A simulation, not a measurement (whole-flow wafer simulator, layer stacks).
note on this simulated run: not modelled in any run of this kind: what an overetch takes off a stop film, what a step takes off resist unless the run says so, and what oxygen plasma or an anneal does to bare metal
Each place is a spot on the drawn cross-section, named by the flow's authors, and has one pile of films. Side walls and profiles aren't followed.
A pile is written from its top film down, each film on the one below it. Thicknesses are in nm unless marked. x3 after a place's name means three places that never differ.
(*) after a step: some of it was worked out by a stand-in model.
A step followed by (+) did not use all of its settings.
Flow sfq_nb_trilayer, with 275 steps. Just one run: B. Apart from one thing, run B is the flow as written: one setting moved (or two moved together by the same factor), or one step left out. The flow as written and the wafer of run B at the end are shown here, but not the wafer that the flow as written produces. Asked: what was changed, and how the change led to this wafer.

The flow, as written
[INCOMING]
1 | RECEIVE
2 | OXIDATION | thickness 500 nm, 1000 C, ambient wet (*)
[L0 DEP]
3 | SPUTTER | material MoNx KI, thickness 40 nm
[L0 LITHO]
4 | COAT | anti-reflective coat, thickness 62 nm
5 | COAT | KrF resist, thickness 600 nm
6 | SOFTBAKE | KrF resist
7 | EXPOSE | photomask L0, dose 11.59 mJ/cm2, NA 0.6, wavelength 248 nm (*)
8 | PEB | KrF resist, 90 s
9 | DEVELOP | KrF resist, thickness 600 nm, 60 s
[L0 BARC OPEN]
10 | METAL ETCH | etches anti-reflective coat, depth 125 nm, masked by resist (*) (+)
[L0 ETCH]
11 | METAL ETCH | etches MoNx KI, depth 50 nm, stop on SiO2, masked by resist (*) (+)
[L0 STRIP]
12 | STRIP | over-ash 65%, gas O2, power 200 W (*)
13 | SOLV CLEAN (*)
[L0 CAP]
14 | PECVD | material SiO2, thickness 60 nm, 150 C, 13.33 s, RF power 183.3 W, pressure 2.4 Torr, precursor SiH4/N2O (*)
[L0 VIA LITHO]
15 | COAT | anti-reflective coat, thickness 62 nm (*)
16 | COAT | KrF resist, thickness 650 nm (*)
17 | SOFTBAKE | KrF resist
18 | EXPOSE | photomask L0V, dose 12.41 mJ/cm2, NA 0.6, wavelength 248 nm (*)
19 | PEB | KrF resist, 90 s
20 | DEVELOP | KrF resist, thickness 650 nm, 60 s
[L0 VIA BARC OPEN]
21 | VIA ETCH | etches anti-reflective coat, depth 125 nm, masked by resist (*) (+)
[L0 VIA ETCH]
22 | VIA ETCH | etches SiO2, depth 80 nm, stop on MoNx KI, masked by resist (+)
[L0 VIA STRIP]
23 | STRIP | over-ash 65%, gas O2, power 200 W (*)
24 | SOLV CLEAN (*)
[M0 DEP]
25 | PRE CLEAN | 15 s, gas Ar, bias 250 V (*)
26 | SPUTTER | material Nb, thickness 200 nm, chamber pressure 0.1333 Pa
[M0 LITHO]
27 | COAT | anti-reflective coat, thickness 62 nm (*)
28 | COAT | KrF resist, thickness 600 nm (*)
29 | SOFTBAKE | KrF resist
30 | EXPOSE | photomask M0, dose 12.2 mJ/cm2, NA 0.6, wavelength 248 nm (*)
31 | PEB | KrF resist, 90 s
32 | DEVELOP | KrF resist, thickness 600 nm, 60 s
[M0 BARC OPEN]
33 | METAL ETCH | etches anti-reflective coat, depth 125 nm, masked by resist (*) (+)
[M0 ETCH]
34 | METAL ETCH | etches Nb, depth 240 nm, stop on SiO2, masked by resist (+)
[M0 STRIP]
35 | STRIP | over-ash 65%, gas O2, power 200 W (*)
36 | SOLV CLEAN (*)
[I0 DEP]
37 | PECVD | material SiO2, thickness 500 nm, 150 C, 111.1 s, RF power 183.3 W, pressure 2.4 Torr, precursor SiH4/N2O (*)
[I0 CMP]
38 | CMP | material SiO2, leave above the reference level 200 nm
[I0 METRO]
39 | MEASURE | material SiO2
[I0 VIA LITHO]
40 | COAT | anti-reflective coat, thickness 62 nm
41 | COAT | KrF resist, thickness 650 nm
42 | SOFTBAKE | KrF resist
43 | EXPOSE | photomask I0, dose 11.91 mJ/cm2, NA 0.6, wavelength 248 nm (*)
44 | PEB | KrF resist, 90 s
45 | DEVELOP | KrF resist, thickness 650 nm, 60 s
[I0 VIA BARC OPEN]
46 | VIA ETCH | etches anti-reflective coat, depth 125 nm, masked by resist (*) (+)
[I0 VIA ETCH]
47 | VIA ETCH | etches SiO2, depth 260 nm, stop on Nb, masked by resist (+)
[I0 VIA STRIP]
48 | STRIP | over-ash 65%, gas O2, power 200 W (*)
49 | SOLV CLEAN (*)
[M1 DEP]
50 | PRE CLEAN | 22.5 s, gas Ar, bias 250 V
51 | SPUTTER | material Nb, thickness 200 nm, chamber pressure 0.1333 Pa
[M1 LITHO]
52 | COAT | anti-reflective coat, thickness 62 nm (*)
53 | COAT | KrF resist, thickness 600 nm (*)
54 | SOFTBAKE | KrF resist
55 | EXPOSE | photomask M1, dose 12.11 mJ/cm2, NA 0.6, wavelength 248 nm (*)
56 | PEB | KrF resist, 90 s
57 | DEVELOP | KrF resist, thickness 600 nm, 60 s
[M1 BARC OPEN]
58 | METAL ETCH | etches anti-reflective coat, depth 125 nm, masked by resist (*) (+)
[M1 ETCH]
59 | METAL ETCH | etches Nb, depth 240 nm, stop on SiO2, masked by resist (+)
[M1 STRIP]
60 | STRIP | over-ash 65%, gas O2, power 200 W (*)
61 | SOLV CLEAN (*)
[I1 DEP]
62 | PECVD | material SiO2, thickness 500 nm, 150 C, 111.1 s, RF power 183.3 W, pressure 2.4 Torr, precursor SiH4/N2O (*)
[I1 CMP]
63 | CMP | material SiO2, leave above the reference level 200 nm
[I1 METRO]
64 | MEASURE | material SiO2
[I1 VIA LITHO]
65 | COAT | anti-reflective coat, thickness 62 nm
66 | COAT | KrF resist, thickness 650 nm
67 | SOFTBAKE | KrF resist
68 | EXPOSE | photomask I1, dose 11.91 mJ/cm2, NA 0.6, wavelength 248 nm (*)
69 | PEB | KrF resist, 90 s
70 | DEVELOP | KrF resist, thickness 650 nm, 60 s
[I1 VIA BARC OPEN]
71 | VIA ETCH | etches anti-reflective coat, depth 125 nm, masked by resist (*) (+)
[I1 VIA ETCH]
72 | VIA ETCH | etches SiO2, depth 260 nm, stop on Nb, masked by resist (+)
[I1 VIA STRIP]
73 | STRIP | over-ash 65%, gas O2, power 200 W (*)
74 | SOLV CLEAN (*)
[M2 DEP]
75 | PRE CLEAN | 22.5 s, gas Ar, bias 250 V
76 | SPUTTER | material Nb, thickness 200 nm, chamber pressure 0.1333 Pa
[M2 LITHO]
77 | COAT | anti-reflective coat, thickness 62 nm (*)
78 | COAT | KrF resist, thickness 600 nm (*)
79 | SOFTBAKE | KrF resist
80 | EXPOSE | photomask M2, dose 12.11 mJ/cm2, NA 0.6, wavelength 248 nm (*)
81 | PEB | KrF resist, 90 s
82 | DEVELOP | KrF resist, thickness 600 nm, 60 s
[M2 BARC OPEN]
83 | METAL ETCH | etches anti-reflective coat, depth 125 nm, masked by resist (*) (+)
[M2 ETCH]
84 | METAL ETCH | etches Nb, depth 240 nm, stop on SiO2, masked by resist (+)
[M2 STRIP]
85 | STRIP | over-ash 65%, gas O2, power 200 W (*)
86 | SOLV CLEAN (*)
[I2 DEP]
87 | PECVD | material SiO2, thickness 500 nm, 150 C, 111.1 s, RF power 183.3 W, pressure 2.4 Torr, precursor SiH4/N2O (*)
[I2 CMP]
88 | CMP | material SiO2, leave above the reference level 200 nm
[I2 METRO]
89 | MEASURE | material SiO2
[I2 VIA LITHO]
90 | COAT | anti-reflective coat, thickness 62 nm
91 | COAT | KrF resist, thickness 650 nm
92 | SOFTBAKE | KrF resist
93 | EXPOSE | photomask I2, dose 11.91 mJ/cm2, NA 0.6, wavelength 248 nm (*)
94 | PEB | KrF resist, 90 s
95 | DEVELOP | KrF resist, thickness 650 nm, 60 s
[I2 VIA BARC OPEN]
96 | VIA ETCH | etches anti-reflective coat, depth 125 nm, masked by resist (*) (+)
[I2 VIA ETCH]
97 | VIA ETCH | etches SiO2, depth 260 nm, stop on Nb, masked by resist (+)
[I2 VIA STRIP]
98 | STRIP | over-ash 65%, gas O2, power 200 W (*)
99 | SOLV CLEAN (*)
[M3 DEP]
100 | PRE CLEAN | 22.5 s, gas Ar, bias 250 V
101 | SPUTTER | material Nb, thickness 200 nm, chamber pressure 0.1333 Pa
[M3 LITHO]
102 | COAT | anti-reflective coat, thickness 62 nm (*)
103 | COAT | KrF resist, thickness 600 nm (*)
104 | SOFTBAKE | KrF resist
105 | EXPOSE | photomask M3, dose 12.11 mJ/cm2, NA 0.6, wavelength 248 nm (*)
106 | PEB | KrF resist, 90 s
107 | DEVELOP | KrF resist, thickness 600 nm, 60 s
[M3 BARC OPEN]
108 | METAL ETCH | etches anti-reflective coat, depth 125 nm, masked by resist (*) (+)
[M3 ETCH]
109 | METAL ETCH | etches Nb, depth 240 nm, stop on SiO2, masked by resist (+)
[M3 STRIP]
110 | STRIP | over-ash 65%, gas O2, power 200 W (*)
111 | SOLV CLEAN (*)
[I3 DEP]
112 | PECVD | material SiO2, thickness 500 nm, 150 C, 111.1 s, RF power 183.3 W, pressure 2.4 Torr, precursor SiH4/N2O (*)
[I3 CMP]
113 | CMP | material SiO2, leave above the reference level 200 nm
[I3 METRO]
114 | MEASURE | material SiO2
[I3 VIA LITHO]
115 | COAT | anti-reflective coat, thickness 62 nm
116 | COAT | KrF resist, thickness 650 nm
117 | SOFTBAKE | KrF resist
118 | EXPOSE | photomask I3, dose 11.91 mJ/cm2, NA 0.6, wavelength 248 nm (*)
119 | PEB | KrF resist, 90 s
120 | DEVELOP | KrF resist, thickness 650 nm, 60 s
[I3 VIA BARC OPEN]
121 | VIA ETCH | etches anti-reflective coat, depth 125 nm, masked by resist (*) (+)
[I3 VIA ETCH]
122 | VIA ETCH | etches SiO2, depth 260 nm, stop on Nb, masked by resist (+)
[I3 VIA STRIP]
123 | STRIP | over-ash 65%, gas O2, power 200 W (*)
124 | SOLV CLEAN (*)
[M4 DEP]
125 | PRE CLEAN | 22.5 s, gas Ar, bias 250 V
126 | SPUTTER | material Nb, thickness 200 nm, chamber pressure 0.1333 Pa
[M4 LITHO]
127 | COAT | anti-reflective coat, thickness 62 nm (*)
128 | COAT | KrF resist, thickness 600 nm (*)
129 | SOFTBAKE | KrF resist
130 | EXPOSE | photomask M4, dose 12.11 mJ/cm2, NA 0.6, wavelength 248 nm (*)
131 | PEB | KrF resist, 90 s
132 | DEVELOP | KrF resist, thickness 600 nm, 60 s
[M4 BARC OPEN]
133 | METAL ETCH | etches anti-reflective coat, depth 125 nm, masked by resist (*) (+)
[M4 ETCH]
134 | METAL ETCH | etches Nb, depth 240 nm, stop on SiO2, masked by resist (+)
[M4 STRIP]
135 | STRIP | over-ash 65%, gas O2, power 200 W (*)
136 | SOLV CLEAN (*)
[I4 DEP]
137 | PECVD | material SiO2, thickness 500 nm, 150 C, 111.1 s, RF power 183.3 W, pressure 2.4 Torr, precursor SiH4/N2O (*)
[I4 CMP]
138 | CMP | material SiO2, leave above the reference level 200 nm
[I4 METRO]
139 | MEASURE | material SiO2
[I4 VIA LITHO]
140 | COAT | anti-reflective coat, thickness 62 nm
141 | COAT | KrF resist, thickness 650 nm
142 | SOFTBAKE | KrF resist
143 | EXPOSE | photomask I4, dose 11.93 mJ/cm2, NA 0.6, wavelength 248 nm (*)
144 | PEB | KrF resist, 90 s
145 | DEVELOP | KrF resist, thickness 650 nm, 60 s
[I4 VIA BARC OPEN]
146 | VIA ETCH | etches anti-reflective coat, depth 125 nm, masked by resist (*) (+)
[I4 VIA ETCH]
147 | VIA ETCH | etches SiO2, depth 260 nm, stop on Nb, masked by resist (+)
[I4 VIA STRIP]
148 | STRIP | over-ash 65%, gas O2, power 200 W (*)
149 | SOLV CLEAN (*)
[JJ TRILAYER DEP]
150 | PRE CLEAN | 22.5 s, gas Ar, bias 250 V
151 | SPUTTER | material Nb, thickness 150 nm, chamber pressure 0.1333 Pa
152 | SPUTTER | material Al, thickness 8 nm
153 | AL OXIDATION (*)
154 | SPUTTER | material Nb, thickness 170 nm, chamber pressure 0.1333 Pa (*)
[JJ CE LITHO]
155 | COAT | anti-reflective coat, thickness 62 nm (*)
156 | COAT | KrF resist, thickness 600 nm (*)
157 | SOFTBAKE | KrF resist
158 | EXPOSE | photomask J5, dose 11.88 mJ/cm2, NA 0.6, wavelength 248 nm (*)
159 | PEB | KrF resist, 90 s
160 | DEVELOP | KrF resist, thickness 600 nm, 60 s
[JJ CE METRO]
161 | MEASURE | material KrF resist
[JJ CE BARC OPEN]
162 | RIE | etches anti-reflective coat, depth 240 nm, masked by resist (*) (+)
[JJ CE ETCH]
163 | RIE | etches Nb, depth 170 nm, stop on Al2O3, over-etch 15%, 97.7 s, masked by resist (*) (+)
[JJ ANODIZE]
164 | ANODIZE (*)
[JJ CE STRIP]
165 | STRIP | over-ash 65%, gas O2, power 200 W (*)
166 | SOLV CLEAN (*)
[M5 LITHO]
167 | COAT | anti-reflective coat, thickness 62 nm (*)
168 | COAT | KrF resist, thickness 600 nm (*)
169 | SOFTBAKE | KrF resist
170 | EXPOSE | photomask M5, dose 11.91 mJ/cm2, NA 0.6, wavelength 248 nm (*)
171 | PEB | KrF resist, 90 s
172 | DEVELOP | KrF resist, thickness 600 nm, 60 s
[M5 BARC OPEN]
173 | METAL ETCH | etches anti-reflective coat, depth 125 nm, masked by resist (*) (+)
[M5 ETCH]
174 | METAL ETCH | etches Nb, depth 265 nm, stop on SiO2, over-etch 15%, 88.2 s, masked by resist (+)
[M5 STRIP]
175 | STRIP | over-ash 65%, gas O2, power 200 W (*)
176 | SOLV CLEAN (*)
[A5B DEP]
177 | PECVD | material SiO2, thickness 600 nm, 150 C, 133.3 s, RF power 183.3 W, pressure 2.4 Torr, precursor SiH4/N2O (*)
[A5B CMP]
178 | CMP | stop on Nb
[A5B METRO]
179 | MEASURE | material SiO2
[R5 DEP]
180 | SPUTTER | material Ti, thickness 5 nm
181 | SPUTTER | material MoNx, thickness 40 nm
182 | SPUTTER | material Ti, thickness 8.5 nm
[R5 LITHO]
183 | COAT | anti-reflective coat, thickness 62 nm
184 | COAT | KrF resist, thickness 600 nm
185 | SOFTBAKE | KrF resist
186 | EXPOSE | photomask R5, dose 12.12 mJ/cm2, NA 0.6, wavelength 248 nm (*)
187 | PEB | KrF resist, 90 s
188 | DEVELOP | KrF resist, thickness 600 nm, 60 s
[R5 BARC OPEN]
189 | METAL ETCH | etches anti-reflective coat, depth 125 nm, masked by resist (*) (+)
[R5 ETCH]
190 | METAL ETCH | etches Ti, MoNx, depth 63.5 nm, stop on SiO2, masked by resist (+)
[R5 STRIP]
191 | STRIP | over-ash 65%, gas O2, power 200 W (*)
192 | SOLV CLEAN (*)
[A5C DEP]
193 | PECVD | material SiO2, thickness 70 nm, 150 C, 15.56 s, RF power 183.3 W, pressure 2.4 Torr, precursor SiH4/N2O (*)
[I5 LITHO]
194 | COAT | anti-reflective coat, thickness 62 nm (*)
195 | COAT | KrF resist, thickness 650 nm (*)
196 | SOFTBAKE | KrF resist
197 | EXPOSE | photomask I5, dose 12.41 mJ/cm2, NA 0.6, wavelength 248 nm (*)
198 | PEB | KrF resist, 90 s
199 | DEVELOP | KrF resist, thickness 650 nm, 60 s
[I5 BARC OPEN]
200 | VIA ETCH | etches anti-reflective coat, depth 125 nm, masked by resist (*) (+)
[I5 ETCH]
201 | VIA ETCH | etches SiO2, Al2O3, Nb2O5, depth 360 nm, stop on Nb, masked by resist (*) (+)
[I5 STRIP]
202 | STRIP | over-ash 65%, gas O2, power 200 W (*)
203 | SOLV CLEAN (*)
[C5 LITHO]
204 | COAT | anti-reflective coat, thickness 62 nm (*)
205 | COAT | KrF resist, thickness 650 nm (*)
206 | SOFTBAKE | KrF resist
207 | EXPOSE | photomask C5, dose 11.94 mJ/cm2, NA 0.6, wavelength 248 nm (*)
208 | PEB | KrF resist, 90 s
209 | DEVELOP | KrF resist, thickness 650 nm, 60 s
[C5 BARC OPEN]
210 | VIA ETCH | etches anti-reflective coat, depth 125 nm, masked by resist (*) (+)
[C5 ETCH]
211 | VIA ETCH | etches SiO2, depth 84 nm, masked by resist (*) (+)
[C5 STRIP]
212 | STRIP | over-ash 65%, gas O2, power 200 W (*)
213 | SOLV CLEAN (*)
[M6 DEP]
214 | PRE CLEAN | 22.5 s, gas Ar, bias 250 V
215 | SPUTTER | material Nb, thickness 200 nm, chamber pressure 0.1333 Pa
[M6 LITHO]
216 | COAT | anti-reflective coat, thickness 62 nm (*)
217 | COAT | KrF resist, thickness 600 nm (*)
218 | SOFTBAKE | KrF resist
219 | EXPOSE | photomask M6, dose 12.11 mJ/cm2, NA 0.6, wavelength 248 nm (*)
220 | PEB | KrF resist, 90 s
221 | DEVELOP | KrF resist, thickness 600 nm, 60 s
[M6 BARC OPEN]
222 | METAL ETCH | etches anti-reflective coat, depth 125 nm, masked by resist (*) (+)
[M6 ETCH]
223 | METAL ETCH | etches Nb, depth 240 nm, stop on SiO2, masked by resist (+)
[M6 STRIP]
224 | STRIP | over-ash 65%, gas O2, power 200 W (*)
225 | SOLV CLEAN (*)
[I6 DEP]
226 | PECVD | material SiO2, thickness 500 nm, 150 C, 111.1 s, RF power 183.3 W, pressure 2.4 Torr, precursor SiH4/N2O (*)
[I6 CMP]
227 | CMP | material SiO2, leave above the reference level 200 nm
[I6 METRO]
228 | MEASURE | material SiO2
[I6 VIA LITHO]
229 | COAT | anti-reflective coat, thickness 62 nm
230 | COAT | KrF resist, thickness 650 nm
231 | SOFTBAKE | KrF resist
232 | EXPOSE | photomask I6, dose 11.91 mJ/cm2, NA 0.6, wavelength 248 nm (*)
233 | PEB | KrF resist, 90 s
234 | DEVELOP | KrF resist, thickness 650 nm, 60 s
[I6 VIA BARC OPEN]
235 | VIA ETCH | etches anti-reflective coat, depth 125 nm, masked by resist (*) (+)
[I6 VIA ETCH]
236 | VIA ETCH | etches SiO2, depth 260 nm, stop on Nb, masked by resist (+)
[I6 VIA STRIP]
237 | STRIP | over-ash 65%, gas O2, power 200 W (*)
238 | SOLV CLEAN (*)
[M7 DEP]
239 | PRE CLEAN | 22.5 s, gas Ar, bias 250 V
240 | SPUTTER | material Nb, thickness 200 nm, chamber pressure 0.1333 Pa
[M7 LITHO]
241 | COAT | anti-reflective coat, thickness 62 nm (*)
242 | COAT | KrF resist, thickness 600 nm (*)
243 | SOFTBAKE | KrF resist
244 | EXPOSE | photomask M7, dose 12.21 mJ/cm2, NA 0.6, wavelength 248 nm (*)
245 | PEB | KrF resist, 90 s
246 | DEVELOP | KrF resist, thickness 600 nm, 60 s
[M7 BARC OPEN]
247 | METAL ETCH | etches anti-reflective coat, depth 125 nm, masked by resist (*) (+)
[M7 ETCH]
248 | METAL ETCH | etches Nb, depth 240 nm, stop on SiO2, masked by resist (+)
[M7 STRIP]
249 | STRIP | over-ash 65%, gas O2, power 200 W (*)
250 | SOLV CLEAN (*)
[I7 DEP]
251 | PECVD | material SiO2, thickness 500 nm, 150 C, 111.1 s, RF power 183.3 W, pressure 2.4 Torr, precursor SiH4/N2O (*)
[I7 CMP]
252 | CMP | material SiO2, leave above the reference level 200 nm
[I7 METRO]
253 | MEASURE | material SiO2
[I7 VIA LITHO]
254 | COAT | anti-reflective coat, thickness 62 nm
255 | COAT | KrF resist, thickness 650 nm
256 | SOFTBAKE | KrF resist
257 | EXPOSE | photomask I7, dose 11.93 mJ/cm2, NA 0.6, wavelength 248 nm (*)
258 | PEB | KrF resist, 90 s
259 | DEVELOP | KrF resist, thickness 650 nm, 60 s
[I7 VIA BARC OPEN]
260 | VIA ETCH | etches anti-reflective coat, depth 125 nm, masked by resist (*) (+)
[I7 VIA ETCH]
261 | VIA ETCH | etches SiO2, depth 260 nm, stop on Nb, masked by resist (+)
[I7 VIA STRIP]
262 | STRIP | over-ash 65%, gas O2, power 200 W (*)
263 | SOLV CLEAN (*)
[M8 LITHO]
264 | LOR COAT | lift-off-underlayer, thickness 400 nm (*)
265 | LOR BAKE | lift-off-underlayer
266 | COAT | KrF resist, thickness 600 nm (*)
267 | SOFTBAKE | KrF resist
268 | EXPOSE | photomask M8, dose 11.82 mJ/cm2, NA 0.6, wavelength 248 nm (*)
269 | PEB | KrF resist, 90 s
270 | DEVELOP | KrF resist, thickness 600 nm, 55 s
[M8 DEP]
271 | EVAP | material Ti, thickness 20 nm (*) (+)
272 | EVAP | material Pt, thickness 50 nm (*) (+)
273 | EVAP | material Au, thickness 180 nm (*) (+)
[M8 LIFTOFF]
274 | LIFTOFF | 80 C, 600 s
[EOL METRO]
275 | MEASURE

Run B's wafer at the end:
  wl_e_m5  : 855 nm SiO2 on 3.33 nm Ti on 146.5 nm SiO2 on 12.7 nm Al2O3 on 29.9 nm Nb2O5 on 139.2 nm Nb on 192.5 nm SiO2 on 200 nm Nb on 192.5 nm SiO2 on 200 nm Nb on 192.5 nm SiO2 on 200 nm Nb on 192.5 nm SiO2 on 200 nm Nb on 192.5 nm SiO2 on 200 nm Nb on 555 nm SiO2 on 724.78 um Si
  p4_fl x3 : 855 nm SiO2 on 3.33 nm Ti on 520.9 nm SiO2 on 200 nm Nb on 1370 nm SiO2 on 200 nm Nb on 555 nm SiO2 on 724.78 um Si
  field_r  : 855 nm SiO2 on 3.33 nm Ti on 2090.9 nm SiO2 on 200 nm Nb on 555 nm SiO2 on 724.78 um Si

Cause: step 190, METAL ETCH: depth 50.16 nm was run, though the flow has depth 63.5 nm.

Step by step, how the change led to this:
  190 | METAL ETCH | etches Ti, MoNx, depth 63.5 nm, stop on SiO2, masked by resist (+)
      field_l, v_sur, via_wl and 92 more: Ti loses 8.5 (all of it), MoNx loses 40 (all of it), Ti loses 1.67 (as written it would have been: Ti loses 8.5 (all of it), MoNx loses 40 (all of it), Ti loses 5 (all of it))
      ce_l, c5j, ce_r, wl_jj: Ti loses 8.5 (all of it), MoNx loses 40 (all of it), Ti loses 1.67 (as written it would have been: Ti loses 8.5 (all of it), MoNx loses 40 (all of it), Ti loses 5 (all of it), Nb loses 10)
      (also at 7 further places)
  193 | PECVD | material SiO2, thickness 70 nm, 150 C, 15.56 s, RF power 183.3 W, pressure 2.4 Torr, precursor SiH4/N2O (*)
      field_l, v_sur, via_wl and 92 more: SiO2 gains 70 (new film) (as written it would have been: SiO2 gains 70)
  194 | COAT | anti-reflective coat, thickness 62 nm (*)
      wl_j_sl, wl_j_sr: anti-reflective coat gains 62 (new film) (as written it would have been: anti-reflective coat gains 60.2 (new film))
      jj_sur: anti-reflective coat gains 62.7 (new film) (as written it would have been: anti-reflective coat gains 60.8 (new film))
      (also at 5 further places)
  201 | VIA ETCH | etches SiO2, Al2O3, Nb2O5, depth 360 nm, stop on Nb, masked by resist (*) (+)
      be: SiO2 loses 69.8 (all of it), Ti loses 3.33 (all of it), SiO2 loses 146.5 (all of it), Al2O3 loses 12.7 (all of it), Nb2O5 loses 29.9 (all of it) (as written it would have been: SiO2 loses 216.4 (all of it), Al2O3 loses 12.7 (all of it), Nb2O5 loses 29.9 (all of it))
  202 | STRIP | over-ash 65%, gas O2, power 200 W (*)
      wl_j_sl, wl_j_sr: KrF resist loses 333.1 (all of it), anti-reflective coat loses 62 (all of it) (as written it would have been: KrF resist loses 333.3 (all of it), anti-reflective coat loses 60.2 (all of it))
      jj_sur: KrF resist loses 336.7 (all of it), anti-reflective coat loses 62.7 (all of it) (as written it would have been: KrF resist loses 337.2 (all of it), anti-reflective coat loses 60.8 (all of it))
      (also at 5 further places)
  204 | COAT | anti-reflective coat, thickness 62 nm (*)
      wl_j_sl, wl_j_sr: anti-reflective coat gains 62 (new film) (as written it would have been: anti-reflective coat gains 60.2 (new film))
      jj_sur: anti-reflective coat gains 61.3 (new film) (as written it would have been: anti-reflective coat gains 59.5 (new film))
      (also at 5 further places)
  210 | VIA ETCH | etches anti-reflective coat, depth 125 nm, masked by resist (*) (+)
      c5j: anti-reflective coat loses 61.3 (all of it), SiO2 loses 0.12 (as written it would have been: anti-reflective coat loses 63.9 (all of it), SiO2 loses 0.11)
  211 | VIA ETCH | etches SiO2, depth 84 nm, masked by resist (*) (+)
      c5j: SiO2 loses 69.9 (all of it) (as written it would have been: SiO2 loses 69.9 (all of it), Nb loses 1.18)
  212 | STRIP | over-ash 65%, gas O2, power 200 W (*)
      wl_j_sl, wl_j_sr: KrF resist loses 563 (all of it), anti-reflective coat loses 62 (all of it) (as written it would have been: KrF resist loses 563.4 (all of it), anti-reflective coat loses 60.2 (all of it))
      jj_sur: KrF resist loses 561.2 (all of it), anti-reflective coat loses 61.3 (all of it) (as written it would have been: KrF resist loses 562 (all of it), anti-reflective coat loses 59.5 (all of it))
      (also at 4 further places)
  214 | PRE CLEAN | 22.5 s, gas Ar, bias 250 V
      c5j: Ti loses 3.33 (all of it), Nb loses 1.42 (as written it would have been: Nb loses 6.45)
  216 | COAT | anti-reflective coat, thickness 62 nm (*)
      wl_j_sl, wl_j_sr: anti-reflective coat gains 62 (new film) (as written it would have been: anti-reflective coat gains 60.2 (new film))
      jj_sur: anti-reflective coat gains 58.5 (new film) (as written it would have been: anti-reflective coat gains 56.1 (new film))
      (also at 5 further places)
  224 | STRIP | over-ash 65%, gas O2, power 200 W (*)
      wl_j_sl, wl_j_sr: KrF resist loses 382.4 (all of it), anti-reflective coat loses 62 (all of it) (as written it would have been: KrF resist loses 382.5 (all of it), anti-reflective coat loses 60.2 (all of it))
      jj_sur: KrF resist loses 377.8 (all of it), anti-reflective coat loses 58.5 (all of it) (as written it would have been: KrF resist loses 378.5 (all of it), anti-reflective coat loses 56.1 (all of it))
      (also at 5 further places)
  227 | CMP | material SiO2, leave above the reference level 200 nm
      r5r_line_l, r5r_spacepad_l, r5r_spacepad_r, r5r_line_c, r5r_line_r: SiO2 loses 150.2 (as written it would have been: SiO2 loses 153.5)
      ce_l, ce_r, wl_jj: SiO2 loses 300 (as written it would have been: SiO2 loses 290)
      (also at 1 further place)
If metal films that touch count as one body, wl_e_m5 has 7 bodies (between them, from the top down: SiO2 146.5 / Al2O3 12.7 / Nb2O5 29.9; SiO2 192.5; SiO2 192.5; SiO2 192.5; SiO2 192.5; SiO2 192.5); the flow as written gives 6 bodies (between them, from the top down: SiO2 192.5; SiO2 192.5; SiO2 192.5; SiO2 192.5; SiO2 192.5).
If metal films that touch count as one body, p4_fl x3 has 3 bodies (between them, from the top down: SiO2 520.9; SiO2 1370); the flow as written gives 2 bodies (between them, from the top down: SiO2 1370).
If metal films that touch count as one body, field_r has 2 bodies (between them, from the top down: SiO2 2090.9); the flow as written gives 1 body.
